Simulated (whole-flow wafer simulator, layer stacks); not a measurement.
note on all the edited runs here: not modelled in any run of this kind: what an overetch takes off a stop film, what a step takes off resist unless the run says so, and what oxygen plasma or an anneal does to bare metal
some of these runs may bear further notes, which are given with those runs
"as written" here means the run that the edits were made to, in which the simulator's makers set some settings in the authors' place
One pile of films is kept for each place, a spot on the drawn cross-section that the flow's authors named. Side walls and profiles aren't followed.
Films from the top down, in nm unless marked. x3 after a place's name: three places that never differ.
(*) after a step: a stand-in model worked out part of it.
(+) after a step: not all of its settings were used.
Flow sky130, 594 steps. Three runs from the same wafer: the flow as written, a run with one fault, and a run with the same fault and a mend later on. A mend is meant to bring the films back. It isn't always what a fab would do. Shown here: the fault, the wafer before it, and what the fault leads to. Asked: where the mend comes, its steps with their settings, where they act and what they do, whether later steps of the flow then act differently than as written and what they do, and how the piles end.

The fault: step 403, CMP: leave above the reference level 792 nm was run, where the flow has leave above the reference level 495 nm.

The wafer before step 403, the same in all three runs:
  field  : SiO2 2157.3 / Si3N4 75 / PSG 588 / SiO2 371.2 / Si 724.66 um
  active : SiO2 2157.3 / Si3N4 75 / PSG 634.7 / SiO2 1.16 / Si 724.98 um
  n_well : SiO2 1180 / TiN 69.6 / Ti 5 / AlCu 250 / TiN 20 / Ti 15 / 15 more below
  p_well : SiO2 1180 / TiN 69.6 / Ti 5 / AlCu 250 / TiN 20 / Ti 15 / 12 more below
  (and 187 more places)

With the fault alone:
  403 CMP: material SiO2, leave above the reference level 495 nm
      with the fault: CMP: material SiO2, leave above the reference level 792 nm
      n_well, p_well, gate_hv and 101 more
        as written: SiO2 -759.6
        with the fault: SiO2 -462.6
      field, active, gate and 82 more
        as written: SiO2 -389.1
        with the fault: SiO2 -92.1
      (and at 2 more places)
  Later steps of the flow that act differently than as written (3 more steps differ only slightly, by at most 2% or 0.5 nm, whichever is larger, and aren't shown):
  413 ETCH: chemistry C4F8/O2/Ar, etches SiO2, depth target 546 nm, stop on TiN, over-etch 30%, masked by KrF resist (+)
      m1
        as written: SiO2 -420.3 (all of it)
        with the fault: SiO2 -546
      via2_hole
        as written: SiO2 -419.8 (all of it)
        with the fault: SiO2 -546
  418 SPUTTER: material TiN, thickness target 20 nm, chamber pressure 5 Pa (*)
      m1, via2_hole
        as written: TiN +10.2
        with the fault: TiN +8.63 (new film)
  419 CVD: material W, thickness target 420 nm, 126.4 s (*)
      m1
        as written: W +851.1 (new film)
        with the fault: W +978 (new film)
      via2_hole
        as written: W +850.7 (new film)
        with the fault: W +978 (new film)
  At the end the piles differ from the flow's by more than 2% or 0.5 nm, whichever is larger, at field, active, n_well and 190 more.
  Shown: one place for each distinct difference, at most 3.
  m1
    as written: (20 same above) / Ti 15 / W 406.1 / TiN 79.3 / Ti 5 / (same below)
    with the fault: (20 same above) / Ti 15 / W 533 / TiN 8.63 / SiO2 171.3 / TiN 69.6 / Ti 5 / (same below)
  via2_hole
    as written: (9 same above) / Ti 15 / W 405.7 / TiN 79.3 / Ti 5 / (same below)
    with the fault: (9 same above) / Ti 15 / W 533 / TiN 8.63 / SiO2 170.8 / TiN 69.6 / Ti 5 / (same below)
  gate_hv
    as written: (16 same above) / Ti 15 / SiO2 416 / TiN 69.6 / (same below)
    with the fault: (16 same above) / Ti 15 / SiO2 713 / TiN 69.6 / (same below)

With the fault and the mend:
  The mend comes after step 403.
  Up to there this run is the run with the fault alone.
  403a CMP: material SiO2, leave above the reference level 495 nm (the flow's step 403 once more)
      field, active, n_well and 188 more
        SiO2 -297
  No later step of the flow acts differently than as written at any place that is followed.
  At the end the piles are the same as the flow's at every place that both follow.
